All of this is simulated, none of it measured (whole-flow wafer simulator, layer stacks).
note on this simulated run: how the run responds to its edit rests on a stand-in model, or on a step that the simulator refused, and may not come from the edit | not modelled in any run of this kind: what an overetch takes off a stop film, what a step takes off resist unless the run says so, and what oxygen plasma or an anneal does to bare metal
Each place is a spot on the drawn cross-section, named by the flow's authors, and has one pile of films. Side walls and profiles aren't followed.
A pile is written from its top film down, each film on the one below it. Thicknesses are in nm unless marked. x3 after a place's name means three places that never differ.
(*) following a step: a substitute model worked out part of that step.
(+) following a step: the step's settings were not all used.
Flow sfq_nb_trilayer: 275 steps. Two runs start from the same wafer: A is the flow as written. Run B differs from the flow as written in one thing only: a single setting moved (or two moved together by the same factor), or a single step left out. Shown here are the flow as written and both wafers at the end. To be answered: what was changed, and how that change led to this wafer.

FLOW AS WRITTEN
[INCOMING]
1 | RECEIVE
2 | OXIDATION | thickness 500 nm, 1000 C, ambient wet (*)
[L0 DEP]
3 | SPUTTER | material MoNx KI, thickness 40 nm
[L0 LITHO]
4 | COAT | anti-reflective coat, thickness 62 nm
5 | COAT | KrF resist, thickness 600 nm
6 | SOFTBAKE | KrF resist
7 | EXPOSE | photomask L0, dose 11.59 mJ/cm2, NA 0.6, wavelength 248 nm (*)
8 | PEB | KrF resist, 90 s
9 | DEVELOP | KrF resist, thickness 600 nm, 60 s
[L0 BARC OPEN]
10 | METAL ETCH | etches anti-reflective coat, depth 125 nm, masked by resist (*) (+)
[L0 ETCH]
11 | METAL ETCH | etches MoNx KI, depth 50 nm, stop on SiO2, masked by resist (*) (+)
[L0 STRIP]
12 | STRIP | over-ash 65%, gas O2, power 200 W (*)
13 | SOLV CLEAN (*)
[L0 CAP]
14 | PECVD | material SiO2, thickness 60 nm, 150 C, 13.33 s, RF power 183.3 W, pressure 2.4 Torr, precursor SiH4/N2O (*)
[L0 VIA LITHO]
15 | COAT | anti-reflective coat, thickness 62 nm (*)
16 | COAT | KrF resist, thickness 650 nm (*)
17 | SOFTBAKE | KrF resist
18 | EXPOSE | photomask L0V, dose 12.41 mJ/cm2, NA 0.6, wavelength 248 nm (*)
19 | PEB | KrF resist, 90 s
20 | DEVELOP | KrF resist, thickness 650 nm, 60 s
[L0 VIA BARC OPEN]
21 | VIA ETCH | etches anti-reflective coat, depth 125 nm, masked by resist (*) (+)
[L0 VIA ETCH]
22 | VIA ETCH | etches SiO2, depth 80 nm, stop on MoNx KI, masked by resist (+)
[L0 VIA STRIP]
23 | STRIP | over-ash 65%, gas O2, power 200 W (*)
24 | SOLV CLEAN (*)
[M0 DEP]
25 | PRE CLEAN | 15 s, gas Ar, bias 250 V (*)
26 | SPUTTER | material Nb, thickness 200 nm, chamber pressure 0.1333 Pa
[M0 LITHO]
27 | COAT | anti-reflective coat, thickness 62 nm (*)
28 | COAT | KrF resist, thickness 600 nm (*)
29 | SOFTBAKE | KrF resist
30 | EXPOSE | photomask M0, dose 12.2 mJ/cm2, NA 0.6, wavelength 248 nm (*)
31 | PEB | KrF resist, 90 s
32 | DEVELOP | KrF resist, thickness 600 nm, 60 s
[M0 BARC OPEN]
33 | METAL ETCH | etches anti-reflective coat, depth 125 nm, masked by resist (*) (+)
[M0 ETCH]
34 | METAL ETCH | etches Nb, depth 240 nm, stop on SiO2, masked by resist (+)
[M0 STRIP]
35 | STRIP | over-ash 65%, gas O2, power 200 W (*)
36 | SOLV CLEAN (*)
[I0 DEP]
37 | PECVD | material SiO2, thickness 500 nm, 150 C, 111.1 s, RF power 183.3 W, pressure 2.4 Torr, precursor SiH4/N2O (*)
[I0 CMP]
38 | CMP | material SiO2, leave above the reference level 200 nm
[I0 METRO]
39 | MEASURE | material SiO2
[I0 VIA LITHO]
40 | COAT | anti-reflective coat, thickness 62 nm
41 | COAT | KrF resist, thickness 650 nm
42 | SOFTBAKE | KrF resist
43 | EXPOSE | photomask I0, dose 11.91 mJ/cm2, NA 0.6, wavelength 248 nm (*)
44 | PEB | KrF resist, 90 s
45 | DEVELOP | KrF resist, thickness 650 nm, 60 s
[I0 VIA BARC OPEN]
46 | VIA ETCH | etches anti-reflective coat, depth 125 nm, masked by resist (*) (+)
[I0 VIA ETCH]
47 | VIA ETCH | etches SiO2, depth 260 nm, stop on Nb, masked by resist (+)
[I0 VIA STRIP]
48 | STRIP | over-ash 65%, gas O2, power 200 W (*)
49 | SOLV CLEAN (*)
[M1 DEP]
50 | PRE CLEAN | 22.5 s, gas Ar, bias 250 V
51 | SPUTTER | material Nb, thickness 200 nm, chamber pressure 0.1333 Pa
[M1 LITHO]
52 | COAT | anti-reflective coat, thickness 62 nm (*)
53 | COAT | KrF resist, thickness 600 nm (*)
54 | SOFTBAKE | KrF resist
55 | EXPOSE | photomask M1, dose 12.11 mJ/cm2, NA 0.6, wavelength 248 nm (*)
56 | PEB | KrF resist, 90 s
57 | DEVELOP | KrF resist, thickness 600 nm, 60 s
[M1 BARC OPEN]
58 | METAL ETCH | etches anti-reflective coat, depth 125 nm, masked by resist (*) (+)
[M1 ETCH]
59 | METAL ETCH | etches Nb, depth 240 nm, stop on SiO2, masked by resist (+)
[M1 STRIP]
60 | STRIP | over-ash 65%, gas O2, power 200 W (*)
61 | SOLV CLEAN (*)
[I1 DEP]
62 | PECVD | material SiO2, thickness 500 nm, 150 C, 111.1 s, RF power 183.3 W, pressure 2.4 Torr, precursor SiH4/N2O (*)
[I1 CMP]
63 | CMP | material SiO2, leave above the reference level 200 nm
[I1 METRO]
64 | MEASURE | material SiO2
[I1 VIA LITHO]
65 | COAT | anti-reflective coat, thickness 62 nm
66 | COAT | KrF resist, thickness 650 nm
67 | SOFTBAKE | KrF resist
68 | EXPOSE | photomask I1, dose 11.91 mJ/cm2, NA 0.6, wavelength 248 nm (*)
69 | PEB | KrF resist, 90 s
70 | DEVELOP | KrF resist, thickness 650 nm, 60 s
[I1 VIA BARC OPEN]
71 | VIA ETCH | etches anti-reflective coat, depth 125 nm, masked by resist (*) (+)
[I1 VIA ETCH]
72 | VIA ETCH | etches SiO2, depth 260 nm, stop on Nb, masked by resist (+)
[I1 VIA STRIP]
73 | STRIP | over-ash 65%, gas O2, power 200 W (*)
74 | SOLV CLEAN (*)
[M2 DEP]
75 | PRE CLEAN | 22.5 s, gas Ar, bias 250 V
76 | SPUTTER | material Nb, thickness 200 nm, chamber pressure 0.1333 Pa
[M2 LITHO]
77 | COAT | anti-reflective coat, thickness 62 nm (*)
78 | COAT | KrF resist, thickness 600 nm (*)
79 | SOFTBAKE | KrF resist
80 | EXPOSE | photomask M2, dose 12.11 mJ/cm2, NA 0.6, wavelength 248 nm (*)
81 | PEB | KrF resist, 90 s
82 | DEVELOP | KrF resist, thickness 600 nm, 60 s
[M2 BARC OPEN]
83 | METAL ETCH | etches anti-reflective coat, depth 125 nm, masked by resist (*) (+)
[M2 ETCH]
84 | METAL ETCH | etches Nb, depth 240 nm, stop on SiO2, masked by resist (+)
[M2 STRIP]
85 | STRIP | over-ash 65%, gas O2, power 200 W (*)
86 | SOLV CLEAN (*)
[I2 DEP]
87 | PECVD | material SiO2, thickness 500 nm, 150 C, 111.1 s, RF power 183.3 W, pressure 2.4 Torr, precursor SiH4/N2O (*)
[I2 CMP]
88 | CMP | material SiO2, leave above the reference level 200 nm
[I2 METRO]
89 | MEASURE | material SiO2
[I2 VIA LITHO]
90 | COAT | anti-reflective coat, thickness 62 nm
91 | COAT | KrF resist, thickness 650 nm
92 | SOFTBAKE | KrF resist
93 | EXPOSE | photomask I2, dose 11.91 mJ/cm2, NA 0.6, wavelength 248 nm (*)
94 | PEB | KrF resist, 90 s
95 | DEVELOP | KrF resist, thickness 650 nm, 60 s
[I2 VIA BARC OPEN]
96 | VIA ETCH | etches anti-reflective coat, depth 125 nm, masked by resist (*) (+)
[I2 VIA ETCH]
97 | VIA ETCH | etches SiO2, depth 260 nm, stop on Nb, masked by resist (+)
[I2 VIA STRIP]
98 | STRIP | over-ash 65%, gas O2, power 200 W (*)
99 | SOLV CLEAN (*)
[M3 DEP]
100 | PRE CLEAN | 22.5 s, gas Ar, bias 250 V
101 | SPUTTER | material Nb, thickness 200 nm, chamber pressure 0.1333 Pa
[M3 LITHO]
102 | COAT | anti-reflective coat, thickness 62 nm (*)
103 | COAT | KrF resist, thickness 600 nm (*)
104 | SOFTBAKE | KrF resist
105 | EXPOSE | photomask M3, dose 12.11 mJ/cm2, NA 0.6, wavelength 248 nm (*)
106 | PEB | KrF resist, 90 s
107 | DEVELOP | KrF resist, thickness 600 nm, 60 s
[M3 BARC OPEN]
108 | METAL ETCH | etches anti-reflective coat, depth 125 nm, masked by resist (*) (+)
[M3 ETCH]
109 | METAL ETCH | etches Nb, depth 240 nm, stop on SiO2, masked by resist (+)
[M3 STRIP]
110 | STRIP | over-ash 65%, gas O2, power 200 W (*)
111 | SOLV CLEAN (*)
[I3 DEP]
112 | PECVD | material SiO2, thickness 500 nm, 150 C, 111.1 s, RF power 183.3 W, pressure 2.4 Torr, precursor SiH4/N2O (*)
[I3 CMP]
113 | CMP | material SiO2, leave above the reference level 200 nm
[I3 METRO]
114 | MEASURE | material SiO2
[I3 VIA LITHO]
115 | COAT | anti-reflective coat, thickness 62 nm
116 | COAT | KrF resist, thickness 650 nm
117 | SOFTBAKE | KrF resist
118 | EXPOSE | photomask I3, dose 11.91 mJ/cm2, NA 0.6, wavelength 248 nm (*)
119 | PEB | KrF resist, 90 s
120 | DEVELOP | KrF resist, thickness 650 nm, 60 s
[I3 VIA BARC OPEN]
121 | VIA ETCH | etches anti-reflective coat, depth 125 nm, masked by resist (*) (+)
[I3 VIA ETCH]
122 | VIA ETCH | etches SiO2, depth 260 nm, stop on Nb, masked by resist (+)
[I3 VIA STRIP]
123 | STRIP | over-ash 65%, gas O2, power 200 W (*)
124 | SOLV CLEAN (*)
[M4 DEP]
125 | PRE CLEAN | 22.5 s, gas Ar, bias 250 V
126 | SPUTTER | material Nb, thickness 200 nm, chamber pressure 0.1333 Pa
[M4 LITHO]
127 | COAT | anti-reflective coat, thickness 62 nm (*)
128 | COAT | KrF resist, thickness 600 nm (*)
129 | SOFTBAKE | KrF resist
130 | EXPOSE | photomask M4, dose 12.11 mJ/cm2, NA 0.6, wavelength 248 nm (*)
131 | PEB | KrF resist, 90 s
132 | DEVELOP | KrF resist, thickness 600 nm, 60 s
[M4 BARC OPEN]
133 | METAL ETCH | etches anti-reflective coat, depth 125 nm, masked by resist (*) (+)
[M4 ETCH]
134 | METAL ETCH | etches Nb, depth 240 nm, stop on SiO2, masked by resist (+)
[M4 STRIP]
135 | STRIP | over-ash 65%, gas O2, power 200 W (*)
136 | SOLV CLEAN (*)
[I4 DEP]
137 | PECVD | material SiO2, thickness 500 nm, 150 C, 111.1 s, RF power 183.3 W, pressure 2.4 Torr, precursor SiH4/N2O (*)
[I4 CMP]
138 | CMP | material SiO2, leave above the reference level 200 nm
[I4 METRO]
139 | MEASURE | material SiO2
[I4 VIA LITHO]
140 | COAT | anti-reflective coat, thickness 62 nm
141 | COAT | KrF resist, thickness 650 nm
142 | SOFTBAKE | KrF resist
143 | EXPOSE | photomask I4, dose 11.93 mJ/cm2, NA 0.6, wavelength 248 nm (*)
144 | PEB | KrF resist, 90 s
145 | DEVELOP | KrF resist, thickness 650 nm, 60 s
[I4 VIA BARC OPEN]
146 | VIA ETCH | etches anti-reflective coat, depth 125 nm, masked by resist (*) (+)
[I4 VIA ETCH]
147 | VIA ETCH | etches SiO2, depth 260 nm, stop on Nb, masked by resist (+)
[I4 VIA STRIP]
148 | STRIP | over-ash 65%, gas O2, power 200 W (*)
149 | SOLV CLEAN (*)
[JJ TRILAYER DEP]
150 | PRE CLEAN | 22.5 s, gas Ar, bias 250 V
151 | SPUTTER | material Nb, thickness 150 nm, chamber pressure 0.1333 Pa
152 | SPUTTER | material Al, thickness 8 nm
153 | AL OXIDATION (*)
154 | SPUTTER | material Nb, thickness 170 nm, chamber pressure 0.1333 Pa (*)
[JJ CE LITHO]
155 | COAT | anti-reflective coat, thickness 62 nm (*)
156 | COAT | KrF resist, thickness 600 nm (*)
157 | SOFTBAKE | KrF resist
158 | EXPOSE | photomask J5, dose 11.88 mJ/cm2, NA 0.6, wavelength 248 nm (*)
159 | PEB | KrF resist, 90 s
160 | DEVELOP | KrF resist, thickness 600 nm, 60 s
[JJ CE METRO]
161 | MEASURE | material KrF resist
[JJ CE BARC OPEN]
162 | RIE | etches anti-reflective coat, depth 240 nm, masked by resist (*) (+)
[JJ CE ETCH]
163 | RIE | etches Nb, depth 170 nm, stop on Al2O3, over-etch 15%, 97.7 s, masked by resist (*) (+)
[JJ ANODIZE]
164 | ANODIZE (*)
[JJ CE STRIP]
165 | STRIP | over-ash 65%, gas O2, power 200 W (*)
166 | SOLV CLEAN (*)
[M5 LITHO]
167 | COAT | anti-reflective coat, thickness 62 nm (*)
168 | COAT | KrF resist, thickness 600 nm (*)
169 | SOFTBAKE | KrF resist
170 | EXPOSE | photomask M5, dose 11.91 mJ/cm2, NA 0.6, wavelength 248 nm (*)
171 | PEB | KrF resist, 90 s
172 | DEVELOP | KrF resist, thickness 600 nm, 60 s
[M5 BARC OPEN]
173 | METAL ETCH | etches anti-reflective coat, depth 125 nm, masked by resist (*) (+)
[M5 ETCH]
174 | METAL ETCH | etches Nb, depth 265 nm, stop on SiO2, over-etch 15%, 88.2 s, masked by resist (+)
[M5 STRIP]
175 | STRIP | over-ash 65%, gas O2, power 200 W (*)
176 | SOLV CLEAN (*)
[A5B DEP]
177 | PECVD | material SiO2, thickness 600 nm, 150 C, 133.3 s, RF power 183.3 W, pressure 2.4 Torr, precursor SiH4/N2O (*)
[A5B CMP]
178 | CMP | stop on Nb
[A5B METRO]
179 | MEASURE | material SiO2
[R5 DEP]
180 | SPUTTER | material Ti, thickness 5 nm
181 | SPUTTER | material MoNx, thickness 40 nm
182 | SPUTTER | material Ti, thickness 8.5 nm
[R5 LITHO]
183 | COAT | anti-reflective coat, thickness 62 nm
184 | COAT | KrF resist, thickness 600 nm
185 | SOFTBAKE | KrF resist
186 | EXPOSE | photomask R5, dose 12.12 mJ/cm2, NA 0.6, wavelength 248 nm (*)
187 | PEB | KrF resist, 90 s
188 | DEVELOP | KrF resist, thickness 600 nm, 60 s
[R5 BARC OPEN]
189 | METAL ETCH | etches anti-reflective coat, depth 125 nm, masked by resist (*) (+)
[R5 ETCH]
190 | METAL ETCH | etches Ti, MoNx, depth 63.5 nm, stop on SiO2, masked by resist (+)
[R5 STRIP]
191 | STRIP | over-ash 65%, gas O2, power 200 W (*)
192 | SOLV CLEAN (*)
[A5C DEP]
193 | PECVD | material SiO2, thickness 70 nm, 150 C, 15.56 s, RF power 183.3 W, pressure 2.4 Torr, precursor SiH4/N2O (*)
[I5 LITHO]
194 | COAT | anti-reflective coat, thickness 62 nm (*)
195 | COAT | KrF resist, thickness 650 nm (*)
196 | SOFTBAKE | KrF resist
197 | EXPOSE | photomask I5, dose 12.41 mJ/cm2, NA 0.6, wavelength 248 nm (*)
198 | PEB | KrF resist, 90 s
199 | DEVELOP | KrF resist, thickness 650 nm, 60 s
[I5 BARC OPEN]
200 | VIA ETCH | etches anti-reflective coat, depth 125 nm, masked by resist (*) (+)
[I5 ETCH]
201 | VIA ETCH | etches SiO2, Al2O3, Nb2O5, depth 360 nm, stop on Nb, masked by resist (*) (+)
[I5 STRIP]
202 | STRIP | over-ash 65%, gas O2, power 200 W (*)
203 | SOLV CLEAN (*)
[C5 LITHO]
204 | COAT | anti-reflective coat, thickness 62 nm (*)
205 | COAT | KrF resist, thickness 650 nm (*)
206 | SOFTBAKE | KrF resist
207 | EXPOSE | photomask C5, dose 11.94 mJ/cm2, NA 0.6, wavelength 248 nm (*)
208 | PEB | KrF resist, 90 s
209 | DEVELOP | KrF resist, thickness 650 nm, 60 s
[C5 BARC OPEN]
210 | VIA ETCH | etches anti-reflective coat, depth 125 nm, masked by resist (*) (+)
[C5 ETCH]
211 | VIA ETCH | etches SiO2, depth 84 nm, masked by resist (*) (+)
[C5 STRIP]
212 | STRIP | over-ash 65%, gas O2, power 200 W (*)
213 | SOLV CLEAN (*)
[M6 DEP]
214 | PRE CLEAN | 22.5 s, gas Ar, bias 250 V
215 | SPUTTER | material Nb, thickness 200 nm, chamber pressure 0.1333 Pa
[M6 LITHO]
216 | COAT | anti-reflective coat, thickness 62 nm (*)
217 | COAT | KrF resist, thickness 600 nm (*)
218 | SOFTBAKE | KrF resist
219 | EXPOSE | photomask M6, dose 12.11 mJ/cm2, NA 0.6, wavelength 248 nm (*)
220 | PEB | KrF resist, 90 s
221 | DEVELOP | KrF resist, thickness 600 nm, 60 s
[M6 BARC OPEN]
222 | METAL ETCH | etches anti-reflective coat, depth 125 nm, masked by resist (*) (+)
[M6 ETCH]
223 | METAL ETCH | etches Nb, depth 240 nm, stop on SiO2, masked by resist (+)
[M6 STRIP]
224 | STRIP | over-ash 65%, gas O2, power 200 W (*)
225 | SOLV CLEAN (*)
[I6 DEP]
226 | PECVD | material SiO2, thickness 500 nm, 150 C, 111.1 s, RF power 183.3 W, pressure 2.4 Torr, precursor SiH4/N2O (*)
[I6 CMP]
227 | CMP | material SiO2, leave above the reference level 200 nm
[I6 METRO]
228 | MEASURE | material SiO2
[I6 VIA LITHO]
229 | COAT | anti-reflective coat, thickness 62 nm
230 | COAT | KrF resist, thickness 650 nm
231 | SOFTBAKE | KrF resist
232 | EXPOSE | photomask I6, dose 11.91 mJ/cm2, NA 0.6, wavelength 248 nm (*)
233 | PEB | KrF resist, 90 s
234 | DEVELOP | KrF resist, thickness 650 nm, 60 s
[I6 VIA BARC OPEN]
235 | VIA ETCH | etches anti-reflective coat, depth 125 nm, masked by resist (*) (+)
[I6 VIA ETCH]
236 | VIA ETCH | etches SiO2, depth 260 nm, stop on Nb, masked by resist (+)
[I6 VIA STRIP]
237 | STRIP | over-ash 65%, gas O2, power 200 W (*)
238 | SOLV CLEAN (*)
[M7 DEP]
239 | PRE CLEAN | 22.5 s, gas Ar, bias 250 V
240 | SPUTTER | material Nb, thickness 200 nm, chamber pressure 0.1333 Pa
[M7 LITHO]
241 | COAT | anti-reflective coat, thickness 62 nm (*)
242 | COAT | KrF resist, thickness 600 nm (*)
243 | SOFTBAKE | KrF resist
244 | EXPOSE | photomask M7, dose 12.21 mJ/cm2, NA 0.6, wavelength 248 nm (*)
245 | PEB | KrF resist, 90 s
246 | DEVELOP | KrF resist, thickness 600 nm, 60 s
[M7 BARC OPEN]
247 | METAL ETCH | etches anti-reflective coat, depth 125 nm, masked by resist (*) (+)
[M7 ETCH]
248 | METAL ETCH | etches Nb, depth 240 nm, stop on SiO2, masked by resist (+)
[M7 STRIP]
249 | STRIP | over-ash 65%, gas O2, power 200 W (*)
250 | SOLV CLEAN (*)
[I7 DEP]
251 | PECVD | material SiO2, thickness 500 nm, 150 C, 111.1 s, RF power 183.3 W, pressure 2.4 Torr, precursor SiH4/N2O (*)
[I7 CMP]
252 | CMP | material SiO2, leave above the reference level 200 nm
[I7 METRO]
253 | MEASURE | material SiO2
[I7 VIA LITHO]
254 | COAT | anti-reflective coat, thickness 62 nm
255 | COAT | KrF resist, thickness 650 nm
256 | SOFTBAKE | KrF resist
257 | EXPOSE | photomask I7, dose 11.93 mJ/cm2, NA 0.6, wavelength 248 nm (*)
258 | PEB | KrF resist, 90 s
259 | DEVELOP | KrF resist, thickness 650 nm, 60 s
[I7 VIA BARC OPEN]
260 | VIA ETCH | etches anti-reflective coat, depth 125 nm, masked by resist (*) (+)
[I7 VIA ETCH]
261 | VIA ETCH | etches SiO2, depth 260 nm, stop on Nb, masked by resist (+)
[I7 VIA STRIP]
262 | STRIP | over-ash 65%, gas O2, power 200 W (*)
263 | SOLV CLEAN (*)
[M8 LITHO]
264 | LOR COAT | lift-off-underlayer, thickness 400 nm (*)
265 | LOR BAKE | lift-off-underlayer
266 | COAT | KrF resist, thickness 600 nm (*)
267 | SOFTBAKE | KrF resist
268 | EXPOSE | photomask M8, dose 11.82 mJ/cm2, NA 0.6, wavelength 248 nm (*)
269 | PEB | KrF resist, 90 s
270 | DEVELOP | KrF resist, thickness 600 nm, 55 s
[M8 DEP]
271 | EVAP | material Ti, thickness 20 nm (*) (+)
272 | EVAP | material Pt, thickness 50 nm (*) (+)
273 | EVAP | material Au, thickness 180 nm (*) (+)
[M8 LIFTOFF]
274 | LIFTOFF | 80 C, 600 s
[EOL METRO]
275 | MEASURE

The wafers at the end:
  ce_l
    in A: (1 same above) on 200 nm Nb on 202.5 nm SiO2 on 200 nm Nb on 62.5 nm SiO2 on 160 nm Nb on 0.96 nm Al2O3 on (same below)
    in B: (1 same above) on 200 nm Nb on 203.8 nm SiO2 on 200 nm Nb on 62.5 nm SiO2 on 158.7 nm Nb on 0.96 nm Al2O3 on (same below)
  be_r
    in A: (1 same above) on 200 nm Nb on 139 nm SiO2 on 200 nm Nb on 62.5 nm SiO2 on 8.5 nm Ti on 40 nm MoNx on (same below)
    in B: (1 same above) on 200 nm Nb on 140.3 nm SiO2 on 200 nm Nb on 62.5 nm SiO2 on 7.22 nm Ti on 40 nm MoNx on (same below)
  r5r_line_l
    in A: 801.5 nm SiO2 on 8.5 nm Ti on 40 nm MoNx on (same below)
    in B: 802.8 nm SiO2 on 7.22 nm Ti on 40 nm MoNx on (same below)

The reason: step 182, SPUTTER: thickness 7.22 nm was run, whereas the flow has thickness 8.5 nm.
The wafer lets one read it off: be_r has Ti 7.22, and step 182 as written asks for 8.5 nm.

Step by step, how the change led to this:
  182 | SPUTTER | material Ti, thickness 8.5 nm
      field_l, v_sur, via_wl and 103 more: A Ti gains 8.5 (new film) | B Ti gains 7.22 (new film)
  190 | METAL ETCH | etches Ti, MoNx, depth 63.5 nm, stop on SiO2, masked by resist (+)
      field_l, v_sur, via_wl and 92 more: A Ti loses 8.5 (all of it), MoNx loses 40 (all of it), Ti loses 5 (all of it) | B Ti loses 7.22 (all of it), MoNx loses 40 (all of it), Ti loses 5 (all of it)
      ce_l, c5j, ce_r, wl_jj: A Ti loses 8.5 (all of it), MoNx loses 40 (all of it), Ti loses 5 (all of it), Nb loses 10 | B Ti loses 7.22 (all of it), MoNx loses 40 (all of it), Ti loses 5 (all of it), Nb loses 11.3
